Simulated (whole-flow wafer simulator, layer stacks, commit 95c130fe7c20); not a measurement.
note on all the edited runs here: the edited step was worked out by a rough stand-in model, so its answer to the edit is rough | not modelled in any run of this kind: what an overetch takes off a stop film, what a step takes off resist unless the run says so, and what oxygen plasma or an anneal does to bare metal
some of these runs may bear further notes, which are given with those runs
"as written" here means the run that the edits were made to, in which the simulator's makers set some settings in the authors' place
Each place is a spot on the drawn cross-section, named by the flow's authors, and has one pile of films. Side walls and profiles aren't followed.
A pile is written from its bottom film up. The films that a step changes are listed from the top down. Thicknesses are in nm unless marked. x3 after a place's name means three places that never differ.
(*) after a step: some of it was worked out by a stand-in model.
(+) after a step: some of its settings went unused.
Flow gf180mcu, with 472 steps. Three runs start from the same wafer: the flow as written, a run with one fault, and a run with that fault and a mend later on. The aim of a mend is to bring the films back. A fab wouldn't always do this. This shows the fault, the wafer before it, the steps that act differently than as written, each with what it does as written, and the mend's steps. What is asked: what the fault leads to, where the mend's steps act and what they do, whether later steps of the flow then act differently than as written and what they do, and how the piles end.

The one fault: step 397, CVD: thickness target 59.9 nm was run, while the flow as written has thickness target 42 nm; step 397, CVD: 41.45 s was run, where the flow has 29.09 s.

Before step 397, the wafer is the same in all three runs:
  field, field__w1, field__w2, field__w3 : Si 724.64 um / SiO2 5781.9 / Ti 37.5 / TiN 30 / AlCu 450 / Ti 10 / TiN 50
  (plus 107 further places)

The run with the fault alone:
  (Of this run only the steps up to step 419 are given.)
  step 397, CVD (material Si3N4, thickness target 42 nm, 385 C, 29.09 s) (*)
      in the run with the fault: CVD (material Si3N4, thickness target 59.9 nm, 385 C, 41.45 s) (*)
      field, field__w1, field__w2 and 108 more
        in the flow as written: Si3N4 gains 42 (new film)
        in the run with the fault: Si3N4 gains 59.8 (new film)
  Steps further on in the flow that do not act as written:
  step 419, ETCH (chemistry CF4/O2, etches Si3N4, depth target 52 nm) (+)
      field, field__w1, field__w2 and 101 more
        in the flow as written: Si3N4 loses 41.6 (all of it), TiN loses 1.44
        in the run with the fault: Si3N4 loses 52
  After step 419, at field, field__w1, field__w2 and 109 more, the piles differ from the flow's by more than 2% or 0.5 nm, whichever is larger.
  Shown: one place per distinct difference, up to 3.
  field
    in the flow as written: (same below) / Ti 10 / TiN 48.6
    in the run with the fault: (same below) / Ti 10 / TiN 50 / Si3N4 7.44
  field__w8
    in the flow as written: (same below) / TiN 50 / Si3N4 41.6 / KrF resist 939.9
    in the run with the fault: (same below) / TiN 50 / Si3N4 59.4 / KrF resist 939.9
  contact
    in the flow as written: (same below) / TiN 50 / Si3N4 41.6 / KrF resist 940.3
    in the run with the fault: (same below) / TiN 50 / Si3N4 59.4 / KrF resist 940.3

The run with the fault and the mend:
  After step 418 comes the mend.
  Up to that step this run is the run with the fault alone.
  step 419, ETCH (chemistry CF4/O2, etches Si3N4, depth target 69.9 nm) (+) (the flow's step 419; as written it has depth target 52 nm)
      field, field__w1, field__w2 and 101 more
        Si3N4 loses 59.4 (all of it), TiN loses 1.45
      field__w4, field__w8, contact, m1, m1__w1, mim, mim_1p0, m1_nw
        KrF resist loses 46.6
  Steps further on in the flow that do not act as written (5 more steps, not shown, differ only slightly: by at most 2% or 0.5 nm, whichever is larger):
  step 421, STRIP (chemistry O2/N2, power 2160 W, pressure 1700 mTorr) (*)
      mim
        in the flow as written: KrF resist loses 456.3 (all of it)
        in the run with the mend: KrF resist loses 444.4 (all of it)
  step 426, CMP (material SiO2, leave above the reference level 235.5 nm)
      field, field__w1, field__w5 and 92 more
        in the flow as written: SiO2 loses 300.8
        in the run with the mend: SiO2 loses 283
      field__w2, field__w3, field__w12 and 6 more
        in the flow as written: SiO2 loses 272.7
        in the run with the mend: SiO2 loses 254.1
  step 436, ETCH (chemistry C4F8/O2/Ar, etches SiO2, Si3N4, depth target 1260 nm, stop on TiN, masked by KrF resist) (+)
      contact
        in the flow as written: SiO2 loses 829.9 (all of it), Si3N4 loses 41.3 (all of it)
        in the run with the mend: SiO2 loses 829.9 (all of it), Si3N4 loses 59.1 (all of it)
  At field__w4, field__w8, contact, m1, m1__w1, mim, mim_1p0, m1_nw, the piles at the end differ from the flow's by more than 2% or 0.5 nm, whichever is larger.
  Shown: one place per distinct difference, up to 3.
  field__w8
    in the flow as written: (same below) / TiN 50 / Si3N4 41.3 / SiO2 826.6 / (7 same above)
    in the run with the mend: (same below) / TiN 50 / Si3N4 59.1 / SiO2 826.6 / (7 same above)
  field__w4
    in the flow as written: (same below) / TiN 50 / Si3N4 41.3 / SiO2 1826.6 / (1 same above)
    in the run with the mend: (same below) / TiN 50 / Si3N4 59.1 / SiO2 1826.6 / (1 same above)
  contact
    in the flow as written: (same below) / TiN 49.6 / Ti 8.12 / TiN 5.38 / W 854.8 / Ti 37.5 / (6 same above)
    in the run with the mend: (same below) / TiN 49.6 / Ti 8.04 / TiN 5.33 / W 872.7 / Ti 37.5 / (6 same above)
